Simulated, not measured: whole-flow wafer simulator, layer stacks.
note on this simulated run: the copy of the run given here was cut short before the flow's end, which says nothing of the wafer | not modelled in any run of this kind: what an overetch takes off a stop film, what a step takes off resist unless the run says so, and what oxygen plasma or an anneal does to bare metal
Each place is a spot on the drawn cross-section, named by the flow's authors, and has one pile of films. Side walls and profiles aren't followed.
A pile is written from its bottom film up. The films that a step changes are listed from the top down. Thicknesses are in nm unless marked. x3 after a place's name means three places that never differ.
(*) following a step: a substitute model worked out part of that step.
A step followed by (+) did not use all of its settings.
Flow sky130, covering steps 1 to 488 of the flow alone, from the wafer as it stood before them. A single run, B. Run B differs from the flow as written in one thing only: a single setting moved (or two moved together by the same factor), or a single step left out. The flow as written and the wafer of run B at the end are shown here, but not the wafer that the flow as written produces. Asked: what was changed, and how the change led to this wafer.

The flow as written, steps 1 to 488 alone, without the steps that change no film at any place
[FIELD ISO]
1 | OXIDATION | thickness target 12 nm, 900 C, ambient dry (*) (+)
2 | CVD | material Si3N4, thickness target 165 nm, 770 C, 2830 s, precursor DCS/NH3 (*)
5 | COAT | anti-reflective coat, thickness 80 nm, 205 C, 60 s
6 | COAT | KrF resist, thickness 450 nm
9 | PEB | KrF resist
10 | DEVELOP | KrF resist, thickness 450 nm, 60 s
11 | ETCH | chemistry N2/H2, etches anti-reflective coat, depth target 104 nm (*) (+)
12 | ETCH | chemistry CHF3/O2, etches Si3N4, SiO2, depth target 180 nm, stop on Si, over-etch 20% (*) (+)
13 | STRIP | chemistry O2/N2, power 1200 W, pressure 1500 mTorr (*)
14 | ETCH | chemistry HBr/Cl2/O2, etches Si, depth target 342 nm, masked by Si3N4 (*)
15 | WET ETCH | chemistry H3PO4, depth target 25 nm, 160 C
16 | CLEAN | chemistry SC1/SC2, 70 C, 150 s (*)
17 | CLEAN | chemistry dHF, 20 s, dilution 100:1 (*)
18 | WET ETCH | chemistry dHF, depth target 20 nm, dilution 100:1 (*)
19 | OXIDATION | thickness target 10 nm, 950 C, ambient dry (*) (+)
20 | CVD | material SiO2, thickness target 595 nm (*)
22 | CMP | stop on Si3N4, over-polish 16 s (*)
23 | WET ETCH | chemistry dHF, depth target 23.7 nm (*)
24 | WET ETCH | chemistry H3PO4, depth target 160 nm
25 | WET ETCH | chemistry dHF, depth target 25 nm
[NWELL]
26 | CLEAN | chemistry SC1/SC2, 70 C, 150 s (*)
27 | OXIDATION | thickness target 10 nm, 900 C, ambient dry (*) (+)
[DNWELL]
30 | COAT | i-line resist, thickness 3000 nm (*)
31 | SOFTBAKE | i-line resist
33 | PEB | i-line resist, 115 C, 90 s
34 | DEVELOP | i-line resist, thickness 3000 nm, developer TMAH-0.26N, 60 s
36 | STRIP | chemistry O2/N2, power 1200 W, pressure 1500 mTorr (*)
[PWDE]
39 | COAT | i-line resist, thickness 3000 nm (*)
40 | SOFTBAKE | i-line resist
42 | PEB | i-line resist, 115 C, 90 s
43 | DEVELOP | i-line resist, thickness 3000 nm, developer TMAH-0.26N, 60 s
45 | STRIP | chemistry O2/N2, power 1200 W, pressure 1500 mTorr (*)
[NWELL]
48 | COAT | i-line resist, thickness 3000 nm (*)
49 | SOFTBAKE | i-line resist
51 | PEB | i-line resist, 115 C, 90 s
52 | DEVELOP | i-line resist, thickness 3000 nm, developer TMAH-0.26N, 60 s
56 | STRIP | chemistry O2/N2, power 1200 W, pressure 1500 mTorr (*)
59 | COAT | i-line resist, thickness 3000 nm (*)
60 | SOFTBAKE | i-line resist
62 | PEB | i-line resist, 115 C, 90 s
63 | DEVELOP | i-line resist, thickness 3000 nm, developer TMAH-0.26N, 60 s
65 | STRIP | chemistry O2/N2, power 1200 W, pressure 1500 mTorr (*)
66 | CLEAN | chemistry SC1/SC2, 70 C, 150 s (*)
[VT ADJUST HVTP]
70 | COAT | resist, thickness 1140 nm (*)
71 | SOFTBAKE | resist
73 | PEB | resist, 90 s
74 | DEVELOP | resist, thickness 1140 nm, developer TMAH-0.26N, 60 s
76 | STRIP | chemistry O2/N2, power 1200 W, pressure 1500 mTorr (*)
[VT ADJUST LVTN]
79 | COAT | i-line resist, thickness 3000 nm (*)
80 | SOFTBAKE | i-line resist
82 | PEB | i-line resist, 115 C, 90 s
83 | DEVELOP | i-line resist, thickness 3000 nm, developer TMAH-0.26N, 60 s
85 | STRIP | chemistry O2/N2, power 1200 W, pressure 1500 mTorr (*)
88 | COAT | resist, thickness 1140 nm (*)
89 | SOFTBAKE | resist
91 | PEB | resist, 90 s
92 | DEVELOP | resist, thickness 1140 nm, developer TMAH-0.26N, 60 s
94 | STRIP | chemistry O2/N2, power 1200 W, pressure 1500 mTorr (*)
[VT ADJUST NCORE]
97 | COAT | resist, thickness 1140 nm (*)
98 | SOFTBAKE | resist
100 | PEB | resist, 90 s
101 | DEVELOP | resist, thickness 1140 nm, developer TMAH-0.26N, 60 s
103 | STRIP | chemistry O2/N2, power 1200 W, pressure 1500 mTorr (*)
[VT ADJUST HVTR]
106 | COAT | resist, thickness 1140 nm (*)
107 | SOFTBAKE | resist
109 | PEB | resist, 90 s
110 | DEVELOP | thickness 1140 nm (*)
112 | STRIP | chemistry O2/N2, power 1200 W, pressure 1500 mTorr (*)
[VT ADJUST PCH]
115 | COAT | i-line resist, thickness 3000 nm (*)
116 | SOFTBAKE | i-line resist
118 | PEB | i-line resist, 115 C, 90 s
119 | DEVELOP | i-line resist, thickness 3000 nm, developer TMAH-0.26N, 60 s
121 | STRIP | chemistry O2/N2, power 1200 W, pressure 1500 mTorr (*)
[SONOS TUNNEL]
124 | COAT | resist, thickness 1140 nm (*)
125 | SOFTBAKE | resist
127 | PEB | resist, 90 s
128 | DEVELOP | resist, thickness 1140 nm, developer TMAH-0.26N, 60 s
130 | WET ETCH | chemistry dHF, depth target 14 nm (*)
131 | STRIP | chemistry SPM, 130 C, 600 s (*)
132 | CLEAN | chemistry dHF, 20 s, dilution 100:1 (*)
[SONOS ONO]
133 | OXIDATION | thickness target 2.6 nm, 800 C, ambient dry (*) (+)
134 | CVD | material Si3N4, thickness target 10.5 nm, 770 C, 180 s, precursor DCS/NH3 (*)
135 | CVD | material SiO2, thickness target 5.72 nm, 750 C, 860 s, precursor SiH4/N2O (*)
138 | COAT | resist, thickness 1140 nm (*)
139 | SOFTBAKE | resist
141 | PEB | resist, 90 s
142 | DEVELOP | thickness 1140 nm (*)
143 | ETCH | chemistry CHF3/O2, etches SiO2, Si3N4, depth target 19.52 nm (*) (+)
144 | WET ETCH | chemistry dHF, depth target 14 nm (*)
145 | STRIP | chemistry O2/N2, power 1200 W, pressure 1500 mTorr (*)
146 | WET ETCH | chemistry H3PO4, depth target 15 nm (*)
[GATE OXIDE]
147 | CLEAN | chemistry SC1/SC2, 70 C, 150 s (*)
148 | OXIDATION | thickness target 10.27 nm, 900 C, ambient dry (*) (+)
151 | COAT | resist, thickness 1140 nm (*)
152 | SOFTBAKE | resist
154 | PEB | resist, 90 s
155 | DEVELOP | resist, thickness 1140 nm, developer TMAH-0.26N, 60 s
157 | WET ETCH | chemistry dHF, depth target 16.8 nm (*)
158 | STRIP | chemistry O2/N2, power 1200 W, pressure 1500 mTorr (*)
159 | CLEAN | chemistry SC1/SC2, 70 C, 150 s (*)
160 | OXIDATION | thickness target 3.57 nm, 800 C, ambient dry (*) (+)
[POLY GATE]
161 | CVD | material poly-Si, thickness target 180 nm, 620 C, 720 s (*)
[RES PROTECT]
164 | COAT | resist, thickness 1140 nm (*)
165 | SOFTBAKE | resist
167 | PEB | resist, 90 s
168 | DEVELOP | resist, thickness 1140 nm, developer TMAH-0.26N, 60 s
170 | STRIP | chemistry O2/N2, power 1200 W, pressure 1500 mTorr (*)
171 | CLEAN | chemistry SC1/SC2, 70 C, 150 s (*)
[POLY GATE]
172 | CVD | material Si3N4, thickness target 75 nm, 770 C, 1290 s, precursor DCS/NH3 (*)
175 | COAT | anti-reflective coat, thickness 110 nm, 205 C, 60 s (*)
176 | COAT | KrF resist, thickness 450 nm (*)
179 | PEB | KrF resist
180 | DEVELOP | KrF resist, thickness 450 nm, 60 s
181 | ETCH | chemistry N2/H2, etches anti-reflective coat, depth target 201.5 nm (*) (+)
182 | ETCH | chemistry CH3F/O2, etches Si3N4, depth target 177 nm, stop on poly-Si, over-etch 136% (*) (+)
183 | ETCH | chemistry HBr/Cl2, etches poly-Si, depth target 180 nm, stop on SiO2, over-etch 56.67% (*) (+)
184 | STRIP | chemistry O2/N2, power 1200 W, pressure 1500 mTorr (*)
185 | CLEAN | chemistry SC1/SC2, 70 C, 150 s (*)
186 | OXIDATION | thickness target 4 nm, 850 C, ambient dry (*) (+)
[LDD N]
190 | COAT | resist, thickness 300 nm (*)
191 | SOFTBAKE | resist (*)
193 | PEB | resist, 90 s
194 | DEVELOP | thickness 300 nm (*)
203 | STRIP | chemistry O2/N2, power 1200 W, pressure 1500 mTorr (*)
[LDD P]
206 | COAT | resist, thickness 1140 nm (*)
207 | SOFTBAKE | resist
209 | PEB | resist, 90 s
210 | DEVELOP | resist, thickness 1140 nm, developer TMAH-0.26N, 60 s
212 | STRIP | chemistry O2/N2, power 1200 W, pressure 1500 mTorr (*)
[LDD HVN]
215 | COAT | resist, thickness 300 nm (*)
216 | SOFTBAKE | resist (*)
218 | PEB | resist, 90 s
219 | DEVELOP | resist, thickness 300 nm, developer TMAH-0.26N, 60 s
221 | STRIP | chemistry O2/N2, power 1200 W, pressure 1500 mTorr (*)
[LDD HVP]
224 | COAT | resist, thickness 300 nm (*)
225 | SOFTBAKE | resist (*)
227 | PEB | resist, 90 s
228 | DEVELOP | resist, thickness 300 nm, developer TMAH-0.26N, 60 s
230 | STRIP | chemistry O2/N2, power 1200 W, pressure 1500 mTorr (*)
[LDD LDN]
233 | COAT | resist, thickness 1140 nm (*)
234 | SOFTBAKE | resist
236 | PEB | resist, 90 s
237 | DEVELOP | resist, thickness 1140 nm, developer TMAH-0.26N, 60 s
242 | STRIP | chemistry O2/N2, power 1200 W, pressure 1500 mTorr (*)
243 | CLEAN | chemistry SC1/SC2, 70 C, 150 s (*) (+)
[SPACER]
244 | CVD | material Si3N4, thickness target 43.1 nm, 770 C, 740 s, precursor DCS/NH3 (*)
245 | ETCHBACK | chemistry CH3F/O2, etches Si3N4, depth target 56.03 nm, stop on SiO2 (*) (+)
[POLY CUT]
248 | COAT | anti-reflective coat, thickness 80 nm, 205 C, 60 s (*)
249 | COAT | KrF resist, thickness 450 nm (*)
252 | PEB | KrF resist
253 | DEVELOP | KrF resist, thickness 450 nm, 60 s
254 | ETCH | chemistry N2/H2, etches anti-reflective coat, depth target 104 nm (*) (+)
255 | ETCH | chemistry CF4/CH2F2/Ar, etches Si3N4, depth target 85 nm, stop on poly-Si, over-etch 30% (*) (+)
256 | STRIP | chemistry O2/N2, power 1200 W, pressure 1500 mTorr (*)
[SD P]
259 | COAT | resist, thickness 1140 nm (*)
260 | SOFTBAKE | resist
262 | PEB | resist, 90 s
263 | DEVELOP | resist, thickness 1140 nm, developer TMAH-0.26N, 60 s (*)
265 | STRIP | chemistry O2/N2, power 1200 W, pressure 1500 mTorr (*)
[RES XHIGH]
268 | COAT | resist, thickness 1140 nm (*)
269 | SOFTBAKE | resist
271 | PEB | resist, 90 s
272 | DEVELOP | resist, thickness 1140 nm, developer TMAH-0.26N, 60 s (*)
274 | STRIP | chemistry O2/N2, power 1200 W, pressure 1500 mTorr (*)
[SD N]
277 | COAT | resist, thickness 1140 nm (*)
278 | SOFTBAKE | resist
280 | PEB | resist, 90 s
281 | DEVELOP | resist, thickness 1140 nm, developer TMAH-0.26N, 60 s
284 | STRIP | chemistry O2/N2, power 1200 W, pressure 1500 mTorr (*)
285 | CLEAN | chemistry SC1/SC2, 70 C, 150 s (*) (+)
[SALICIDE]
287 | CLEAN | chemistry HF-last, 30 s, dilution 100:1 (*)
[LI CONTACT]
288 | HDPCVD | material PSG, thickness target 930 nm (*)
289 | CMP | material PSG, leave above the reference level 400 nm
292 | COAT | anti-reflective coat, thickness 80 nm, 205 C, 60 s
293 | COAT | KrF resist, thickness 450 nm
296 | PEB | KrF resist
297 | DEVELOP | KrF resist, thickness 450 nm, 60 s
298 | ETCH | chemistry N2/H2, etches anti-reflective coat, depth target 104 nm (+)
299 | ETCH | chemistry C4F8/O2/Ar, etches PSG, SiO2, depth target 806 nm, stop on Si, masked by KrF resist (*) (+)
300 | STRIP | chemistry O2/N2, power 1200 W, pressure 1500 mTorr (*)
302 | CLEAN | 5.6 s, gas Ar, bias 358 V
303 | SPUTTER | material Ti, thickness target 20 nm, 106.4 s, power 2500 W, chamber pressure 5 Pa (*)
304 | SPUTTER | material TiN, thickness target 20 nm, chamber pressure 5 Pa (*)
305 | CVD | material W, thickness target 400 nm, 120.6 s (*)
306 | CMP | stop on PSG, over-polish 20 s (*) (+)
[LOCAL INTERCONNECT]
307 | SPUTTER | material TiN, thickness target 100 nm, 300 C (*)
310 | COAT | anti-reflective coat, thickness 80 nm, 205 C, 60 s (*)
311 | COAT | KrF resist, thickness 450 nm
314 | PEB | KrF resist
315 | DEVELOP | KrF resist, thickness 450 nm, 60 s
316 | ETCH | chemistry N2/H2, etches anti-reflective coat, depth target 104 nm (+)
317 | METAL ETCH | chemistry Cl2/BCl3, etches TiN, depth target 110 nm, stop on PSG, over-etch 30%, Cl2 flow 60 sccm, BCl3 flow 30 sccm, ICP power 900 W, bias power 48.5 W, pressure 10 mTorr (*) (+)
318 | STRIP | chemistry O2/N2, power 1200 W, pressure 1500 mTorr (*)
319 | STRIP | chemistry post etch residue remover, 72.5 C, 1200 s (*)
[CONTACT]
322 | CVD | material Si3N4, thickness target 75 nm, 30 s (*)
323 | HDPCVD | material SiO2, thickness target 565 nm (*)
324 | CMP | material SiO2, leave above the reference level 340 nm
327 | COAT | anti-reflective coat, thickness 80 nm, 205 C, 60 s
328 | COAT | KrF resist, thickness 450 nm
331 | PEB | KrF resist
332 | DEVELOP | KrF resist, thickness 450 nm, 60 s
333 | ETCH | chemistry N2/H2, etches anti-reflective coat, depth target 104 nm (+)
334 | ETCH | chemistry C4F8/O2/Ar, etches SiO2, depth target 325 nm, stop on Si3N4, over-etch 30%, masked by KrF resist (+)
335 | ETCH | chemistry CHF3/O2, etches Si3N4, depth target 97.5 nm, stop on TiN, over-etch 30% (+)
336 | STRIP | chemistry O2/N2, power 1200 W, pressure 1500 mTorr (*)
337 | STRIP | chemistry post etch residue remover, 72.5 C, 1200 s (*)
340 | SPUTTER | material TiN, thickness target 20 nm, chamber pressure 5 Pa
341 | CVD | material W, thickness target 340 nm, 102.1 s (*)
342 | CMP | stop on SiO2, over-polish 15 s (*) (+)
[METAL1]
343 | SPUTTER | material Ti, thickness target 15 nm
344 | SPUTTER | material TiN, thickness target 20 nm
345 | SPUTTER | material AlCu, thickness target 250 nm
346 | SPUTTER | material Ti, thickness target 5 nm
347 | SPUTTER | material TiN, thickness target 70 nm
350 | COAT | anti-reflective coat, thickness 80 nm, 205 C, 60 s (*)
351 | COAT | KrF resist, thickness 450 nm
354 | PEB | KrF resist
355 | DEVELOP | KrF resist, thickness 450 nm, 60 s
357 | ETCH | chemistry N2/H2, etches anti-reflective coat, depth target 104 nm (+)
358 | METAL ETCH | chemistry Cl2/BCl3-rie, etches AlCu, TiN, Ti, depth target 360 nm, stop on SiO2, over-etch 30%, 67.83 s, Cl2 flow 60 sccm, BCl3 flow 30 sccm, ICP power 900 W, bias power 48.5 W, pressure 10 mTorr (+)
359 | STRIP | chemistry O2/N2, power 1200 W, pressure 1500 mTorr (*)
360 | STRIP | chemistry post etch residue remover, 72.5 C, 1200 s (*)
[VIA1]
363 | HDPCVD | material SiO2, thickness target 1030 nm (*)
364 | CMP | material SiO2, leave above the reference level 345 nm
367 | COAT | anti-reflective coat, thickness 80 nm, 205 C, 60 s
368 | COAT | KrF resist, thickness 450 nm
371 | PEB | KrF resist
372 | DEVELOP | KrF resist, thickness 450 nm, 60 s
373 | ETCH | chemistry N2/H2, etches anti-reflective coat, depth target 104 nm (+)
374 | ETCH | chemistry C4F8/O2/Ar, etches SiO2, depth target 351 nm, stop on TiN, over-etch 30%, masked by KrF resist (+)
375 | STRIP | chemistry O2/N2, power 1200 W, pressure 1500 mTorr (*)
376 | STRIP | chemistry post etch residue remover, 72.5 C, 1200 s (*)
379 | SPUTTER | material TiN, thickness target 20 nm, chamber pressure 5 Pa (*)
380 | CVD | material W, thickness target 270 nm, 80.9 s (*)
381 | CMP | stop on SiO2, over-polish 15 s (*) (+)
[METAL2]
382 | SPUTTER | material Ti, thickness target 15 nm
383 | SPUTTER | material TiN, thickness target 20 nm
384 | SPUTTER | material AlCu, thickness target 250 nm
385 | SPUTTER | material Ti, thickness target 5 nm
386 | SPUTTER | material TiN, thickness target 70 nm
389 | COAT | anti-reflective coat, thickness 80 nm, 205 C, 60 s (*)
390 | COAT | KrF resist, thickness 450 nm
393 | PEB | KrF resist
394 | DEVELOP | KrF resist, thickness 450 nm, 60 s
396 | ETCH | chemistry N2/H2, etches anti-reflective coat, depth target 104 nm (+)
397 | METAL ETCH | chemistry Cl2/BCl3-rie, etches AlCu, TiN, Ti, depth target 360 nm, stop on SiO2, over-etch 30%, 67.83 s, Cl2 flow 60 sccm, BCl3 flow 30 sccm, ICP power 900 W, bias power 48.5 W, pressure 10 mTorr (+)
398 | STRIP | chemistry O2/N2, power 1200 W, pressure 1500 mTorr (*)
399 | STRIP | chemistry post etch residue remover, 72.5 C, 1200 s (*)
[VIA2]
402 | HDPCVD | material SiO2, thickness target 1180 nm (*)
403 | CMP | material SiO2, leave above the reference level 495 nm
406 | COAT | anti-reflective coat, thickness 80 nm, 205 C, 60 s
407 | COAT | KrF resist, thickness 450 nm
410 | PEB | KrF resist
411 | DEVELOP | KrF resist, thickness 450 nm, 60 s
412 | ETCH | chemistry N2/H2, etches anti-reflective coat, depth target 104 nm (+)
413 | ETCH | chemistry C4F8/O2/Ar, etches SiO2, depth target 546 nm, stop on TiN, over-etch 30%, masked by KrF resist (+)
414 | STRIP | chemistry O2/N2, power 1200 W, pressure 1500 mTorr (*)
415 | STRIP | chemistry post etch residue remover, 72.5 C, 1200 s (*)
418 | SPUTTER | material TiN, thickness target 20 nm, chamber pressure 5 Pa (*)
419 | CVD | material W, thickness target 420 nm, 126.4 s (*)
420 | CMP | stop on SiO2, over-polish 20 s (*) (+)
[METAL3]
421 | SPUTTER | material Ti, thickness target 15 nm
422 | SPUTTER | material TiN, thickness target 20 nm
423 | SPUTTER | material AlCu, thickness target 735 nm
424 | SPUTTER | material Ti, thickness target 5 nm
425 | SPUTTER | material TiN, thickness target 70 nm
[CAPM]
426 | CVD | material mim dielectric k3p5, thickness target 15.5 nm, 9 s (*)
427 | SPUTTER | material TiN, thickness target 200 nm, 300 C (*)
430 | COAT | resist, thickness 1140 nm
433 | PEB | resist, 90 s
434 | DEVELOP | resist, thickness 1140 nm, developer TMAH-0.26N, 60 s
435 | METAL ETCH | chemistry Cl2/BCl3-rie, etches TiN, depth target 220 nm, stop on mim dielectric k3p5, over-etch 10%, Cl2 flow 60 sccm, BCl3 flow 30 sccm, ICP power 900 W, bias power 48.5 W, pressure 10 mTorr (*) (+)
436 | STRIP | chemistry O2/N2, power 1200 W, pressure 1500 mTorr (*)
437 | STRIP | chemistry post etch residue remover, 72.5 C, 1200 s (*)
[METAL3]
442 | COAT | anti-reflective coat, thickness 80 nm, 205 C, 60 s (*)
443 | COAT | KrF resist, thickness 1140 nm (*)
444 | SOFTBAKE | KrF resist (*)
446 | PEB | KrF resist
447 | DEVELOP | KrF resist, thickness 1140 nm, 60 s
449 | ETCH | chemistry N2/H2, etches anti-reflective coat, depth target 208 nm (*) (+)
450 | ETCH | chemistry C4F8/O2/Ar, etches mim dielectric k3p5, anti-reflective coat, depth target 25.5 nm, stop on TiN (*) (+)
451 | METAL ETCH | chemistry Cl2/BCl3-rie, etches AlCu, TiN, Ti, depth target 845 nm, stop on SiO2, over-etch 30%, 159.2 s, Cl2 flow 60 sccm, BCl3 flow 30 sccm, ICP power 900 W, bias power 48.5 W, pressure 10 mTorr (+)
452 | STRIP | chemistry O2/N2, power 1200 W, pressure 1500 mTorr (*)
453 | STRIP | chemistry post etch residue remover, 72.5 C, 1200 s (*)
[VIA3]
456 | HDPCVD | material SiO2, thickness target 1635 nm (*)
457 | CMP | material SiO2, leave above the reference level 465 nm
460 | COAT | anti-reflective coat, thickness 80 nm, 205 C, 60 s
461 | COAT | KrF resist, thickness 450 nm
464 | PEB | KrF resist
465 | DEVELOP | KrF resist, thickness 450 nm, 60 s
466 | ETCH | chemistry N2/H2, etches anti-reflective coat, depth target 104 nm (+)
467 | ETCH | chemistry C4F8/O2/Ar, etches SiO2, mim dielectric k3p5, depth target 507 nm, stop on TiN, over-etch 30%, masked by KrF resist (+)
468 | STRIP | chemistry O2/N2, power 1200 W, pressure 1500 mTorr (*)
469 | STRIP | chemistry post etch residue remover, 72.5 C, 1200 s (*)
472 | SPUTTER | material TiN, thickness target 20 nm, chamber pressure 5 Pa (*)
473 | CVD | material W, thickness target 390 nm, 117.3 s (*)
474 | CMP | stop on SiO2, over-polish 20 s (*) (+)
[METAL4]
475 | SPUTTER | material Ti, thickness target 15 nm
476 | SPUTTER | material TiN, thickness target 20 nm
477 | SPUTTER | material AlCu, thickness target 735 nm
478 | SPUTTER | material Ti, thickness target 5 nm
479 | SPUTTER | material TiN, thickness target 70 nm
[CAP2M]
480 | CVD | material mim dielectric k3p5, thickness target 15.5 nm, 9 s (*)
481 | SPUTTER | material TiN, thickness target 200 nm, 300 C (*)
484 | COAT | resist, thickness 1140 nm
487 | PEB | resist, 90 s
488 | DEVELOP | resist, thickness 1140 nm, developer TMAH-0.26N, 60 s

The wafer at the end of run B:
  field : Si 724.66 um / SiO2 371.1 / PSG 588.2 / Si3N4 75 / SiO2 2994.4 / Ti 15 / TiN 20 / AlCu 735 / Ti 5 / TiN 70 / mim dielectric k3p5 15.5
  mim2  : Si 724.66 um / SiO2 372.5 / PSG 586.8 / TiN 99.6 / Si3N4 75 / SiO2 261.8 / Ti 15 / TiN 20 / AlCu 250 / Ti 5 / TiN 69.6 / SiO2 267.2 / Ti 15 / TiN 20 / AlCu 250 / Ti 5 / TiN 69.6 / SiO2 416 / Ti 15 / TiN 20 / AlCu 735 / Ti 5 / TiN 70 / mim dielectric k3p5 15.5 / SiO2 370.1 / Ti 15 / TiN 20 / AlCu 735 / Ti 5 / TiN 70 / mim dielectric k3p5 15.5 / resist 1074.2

What caused this: step 481, SPUTTER: material TiN, thickness target 200 nm, 300 C (*), was not run.

Step by step, how the change led to this:
  (no step that both runs have acts differently)
If metal films that touch count as one body, field has 1 body; the flow as written gives 2 bodies (between them, from the top down: mim dielectric k3p5 15.5).
If metal films that touch count as one body, mim2 has 5 bodies (between them, from the top down: SiO2 370.1 / mim dielectric k3p5 15.5; SiO2 416; SiO2 267.2; SiO2 261.8 / Si3N4 75); the flow as written gives 6 bodies (between them, from the top down: mim dielectric k3p5 15.5; SiO2 370.1 / mim dielectric k3p5 15.5; SiO2 416; SiO2 267.2; SiO2 261.8 / Si3N4 75).
